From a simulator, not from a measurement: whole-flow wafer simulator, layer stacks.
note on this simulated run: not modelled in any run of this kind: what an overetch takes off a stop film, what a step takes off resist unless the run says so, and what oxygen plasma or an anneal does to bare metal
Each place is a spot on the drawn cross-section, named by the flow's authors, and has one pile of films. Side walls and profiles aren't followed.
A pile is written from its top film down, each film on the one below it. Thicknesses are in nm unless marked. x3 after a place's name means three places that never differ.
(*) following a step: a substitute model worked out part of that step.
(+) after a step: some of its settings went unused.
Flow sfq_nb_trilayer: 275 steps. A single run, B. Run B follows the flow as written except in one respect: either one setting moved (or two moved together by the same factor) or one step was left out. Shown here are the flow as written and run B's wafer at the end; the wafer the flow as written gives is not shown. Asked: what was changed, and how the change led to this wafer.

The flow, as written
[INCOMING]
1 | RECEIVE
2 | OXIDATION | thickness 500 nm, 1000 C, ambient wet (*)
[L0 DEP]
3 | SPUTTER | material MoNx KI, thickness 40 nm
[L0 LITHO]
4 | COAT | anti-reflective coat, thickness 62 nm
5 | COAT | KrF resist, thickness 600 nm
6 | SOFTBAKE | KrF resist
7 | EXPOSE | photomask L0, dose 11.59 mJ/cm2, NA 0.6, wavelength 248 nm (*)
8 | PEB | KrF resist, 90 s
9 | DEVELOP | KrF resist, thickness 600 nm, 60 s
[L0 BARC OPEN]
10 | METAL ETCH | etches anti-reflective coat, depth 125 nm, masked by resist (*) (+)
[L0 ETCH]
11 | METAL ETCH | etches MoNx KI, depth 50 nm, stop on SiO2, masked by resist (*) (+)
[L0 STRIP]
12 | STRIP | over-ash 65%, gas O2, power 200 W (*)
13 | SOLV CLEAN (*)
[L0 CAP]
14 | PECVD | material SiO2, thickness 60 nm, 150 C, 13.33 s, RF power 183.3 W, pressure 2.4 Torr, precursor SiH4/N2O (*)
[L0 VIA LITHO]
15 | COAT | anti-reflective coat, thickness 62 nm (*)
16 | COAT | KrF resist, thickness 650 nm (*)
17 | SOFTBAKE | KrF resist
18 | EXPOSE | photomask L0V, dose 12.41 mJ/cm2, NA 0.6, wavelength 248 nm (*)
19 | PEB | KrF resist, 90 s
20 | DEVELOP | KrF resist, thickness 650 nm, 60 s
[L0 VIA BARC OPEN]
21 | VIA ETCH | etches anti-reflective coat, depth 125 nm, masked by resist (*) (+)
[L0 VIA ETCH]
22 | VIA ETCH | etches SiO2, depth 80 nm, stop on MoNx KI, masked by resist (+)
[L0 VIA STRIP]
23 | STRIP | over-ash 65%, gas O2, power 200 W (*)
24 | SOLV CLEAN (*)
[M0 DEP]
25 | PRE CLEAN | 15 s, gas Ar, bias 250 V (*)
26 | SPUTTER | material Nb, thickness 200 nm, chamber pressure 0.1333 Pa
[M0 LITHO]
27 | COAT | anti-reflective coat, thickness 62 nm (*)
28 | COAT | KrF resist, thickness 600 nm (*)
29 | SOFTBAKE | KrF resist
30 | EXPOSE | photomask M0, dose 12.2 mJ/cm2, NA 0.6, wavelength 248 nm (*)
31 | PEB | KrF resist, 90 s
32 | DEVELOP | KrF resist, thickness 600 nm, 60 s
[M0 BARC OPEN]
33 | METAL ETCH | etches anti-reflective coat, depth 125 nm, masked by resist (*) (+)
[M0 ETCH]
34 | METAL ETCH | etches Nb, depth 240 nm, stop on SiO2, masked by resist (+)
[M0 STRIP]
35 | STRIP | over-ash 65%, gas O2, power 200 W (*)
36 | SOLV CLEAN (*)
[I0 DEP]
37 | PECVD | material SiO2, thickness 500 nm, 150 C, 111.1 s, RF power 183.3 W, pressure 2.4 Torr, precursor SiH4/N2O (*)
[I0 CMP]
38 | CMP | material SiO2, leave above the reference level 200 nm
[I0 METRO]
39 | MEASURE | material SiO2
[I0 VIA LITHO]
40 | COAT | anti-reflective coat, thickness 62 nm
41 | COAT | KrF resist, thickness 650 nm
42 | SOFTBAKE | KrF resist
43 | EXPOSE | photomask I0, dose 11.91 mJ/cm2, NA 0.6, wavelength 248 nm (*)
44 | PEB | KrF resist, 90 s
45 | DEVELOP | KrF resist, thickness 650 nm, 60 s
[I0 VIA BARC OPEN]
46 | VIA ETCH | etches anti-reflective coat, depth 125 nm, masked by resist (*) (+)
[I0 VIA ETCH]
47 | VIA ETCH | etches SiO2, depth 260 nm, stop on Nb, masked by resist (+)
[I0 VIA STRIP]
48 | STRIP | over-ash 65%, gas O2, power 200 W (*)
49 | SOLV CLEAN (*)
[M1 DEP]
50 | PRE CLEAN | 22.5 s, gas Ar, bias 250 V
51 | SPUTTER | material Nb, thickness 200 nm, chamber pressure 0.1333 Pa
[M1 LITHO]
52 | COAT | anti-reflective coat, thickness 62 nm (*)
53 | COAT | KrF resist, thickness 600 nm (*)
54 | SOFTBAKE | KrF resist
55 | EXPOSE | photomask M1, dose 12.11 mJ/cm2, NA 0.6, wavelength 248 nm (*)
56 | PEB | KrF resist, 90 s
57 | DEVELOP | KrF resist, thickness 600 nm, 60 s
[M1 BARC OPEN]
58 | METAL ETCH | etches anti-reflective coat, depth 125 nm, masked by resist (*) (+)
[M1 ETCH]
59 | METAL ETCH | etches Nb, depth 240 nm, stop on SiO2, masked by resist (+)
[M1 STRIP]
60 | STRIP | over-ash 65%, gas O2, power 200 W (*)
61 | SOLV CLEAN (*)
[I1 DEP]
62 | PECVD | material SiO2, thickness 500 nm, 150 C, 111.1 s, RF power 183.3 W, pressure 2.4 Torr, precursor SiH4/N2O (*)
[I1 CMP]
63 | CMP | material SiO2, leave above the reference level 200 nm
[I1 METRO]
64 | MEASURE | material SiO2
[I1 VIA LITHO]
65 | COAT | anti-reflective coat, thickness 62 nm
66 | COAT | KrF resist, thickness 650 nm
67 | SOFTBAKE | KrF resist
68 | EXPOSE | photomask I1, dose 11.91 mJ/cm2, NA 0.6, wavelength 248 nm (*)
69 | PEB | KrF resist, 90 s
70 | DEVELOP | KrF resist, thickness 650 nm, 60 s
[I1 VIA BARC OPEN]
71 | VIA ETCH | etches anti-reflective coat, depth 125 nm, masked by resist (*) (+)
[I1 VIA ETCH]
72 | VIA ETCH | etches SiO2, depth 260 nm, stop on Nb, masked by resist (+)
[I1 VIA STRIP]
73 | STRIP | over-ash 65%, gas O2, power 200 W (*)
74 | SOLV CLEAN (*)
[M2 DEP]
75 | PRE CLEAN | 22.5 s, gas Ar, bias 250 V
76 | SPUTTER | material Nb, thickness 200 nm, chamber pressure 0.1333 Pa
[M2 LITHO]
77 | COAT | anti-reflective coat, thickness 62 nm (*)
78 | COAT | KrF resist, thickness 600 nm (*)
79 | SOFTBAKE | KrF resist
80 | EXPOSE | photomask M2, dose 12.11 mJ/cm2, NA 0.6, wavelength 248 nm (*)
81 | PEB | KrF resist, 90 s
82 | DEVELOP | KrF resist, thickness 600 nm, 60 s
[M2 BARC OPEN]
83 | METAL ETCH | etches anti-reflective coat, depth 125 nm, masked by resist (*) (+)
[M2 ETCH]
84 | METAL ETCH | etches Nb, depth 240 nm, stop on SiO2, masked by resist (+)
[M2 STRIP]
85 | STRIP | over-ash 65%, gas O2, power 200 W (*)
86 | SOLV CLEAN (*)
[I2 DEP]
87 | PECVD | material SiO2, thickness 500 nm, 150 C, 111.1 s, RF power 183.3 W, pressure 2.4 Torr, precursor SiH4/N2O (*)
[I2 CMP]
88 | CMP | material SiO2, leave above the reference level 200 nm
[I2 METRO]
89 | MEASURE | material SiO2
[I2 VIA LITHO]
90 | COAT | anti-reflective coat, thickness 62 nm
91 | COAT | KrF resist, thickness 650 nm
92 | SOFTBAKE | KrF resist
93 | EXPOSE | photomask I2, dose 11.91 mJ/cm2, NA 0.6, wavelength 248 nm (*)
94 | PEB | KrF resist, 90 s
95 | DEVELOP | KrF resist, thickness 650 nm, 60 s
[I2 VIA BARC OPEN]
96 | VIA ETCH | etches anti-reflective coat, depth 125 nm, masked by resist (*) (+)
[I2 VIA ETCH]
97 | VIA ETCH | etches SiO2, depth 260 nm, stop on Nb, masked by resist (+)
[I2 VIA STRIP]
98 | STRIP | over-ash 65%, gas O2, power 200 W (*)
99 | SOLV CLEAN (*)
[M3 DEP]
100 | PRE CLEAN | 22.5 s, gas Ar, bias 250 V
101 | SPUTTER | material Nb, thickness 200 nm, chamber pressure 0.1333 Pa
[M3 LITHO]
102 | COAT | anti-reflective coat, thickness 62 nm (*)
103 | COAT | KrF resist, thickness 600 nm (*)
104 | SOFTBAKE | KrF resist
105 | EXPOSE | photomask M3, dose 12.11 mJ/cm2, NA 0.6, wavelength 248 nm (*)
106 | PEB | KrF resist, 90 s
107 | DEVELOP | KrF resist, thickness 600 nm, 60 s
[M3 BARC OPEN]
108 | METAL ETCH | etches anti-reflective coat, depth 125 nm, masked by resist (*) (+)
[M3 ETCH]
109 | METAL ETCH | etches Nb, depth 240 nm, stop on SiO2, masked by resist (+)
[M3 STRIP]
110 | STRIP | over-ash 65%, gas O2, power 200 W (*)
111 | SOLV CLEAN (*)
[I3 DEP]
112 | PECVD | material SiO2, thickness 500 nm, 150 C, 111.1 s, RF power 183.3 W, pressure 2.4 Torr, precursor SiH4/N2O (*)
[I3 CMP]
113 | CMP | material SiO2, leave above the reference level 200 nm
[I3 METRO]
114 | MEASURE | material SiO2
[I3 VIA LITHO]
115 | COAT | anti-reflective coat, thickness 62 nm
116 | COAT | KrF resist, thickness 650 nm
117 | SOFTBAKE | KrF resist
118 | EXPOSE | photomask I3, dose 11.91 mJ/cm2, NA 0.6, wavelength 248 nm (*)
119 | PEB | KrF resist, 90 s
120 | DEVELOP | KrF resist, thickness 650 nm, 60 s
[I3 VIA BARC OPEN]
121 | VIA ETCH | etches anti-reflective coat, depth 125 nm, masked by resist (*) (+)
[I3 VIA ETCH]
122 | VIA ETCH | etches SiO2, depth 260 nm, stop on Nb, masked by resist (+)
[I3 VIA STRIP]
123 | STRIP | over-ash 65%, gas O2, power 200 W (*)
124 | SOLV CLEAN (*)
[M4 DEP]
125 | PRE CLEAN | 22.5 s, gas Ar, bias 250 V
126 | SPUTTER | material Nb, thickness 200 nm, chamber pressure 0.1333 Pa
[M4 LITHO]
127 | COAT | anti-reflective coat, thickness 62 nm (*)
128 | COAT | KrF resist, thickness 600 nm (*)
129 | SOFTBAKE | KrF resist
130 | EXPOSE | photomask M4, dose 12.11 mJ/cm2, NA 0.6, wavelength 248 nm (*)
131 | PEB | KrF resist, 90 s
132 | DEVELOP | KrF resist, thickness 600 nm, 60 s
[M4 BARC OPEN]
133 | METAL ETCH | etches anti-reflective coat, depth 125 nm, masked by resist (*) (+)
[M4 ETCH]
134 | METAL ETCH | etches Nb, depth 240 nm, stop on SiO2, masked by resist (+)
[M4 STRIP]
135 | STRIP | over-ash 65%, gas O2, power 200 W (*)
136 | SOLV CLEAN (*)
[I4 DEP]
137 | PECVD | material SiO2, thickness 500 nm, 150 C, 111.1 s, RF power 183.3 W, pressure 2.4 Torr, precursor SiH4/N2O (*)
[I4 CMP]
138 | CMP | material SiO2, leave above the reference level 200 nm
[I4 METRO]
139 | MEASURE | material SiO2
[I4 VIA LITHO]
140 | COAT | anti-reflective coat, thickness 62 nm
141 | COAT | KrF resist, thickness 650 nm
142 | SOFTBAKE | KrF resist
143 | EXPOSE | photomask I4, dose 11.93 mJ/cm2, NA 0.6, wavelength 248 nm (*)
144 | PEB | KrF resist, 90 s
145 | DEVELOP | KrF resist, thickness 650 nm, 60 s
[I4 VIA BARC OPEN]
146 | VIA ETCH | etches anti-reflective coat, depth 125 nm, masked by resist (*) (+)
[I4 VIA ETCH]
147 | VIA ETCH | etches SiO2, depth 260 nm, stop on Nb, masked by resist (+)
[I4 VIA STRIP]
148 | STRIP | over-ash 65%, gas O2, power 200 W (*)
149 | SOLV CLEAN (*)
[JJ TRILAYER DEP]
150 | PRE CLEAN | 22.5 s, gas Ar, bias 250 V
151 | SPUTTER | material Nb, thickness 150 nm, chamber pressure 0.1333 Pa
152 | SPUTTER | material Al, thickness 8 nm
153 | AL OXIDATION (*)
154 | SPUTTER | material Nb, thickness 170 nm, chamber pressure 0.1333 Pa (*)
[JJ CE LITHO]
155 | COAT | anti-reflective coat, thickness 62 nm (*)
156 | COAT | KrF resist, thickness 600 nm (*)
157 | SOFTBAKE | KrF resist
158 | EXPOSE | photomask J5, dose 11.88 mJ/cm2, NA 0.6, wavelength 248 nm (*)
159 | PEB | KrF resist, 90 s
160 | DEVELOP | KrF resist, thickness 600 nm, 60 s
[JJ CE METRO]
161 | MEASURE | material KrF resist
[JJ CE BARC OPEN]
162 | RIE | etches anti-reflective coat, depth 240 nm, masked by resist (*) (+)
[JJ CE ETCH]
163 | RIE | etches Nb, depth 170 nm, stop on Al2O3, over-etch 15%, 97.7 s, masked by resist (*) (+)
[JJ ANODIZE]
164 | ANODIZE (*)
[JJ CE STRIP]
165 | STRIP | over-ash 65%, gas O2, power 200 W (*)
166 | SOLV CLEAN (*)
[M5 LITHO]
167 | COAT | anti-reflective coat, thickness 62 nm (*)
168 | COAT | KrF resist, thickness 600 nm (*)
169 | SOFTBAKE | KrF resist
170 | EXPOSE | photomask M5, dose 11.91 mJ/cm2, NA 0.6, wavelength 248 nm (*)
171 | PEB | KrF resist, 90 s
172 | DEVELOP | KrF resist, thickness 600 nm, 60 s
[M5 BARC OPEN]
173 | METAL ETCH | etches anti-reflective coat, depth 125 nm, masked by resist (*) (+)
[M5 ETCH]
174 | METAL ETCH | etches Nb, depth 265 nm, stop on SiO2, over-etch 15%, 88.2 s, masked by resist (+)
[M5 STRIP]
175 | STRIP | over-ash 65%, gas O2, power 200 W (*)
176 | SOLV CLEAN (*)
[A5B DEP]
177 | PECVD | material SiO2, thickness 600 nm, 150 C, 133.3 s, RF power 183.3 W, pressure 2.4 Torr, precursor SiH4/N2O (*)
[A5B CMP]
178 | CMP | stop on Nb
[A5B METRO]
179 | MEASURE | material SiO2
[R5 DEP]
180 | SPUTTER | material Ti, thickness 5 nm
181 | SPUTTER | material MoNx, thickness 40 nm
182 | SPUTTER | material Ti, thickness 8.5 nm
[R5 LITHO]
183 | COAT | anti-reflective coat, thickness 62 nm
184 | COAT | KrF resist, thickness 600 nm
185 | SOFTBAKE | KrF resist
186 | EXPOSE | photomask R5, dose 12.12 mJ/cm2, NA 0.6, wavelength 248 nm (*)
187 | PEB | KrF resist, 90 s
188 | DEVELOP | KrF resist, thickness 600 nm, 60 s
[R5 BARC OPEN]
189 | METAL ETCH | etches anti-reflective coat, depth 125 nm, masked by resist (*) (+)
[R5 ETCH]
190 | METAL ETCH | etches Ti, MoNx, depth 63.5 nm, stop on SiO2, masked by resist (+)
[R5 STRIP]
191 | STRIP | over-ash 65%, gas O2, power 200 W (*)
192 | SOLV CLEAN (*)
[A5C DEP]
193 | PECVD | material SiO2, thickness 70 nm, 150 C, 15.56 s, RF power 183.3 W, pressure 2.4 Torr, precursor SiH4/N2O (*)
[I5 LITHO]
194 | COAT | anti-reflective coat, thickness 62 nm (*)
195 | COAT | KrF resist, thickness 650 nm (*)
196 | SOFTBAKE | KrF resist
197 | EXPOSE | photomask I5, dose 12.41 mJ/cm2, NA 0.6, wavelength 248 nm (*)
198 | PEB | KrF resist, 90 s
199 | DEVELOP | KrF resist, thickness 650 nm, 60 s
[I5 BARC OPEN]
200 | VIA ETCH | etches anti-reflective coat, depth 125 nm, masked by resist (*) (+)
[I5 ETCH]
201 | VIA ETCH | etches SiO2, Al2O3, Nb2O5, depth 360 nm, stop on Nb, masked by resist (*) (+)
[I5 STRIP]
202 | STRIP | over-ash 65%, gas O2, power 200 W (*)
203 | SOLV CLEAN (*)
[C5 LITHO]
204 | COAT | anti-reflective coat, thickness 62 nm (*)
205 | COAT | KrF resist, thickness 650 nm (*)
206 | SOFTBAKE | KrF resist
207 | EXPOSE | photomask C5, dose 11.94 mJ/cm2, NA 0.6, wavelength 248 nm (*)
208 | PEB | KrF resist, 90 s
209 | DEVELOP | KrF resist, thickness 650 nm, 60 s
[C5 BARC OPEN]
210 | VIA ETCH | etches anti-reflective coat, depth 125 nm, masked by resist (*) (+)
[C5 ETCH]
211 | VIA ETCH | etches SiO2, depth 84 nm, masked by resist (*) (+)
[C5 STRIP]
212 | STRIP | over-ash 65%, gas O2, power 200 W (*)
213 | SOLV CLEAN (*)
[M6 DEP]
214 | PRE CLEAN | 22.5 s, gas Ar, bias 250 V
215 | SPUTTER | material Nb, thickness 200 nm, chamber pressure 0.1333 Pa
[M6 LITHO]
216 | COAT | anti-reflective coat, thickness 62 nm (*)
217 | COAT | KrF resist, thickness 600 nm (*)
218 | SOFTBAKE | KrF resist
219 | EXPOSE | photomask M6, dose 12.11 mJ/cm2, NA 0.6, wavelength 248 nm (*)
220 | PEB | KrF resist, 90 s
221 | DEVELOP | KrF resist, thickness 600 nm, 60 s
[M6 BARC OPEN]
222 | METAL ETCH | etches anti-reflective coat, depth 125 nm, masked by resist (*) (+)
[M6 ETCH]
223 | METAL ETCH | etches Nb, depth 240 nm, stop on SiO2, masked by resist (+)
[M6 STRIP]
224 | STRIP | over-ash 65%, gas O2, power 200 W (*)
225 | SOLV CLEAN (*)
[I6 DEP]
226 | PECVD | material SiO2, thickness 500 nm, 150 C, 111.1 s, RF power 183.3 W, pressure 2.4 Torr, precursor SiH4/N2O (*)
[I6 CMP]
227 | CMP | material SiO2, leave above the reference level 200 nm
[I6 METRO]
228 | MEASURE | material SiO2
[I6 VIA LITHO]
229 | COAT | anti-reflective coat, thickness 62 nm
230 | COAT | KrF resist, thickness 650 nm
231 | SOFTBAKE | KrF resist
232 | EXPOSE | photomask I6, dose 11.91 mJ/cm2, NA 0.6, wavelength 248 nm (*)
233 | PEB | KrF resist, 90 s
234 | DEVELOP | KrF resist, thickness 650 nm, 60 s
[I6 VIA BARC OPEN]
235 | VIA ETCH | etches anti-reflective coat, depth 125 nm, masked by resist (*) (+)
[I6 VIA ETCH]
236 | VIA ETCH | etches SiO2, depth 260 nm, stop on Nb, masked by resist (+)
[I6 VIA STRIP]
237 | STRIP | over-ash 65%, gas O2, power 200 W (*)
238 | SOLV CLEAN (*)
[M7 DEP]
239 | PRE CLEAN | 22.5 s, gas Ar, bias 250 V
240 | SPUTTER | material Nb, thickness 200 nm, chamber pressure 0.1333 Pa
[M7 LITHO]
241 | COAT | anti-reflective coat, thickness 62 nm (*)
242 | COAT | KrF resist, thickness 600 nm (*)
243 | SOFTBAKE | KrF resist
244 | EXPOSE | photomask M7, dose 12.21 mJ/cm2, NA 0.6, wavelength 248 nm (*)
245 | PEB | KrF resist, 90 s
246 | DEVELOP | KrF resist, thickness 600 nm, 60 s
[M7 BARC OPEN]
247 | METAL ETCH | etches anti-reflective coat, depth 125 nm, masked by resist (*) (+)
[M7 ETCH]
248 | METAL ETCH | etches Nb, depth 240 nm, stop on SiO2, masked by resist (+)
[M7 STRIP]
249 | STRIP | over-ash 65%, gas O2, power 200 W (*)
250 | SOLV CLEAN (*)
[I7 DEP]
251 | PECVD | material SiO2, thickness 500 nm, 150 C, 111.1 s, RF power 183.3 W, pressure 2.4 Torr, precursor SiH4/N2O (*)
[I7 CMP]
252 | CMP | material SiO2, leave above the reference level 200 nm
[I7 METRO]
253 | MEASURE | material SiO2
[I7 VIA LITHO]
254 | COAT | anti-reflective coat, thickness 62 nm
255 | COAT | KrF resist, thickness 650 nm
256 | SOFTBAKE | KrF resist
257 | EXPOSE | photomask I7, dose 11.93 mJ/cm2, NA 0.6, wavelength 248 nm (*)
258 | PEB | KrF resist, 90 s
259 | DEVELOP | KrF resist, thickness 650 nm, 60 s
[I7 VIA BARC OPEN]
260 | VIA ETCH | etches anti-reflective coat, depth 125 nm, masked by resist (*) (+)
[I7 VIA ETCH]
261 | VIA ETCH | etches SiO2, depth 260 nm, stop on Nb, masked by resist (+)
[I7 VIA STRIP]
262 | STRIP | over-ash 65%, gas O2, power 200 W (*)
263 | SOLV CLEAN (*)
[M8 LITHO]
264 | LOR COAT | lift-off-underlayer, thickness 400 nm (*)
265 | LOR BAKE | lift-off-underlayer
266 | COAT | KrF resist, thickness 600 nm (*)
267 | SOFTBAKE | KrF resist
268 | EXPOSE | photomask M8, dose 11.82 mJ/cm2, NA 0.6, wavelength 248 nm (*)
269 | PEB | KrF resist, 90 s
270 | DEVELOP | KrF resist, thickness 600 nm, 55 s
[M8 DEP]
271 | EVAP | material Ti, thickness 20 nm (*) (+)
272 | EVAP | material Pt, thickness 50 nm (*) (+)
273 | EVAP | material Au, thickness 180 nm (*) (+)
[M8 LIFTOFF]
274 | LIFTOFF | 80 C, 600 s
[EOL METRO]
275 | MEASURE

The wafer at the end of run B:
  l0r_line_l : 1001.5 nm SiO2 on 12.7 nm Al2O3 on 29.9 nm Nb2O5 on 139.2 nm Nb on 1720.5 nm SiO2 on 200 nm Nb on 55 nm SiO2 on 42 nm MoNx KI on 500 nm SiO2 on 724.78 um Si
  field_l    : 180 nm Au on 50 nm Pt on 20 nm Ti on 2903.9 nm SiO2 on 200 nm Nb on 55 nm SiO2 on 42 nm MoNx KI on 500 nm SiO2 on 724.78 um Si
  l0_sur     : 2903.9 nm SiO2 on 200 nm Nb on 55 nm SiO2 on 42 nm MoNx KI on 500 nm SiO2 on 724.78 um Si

The reason: step 3, SPUTTER: thickness 42 nm was run, while the flow as written has thickness 40 nm.
The wafer itself shows it: l0r_line_l has MoNx KI 42, and step 3 as written asks for 40 nm.

The path from the change to this, step by step:
  3 | SPUTTER | material MoNx KI, thickness 40 nm
      field_l, v_sur, via_wl and 103 more: +42 MoNx KI (new film) (in the flow as written it would be: +40 MoNx KI (new film))
  11 | METAL ETCH | etches MoNx KI, depth 50 nm, stop on SiO2, masked by resist (*) (+)
      v_sur, via_wl, via_w and 97 more: -42 MoNx KI (all of it) (in the flow as written it would be: -40 MoNx KI (all of it))
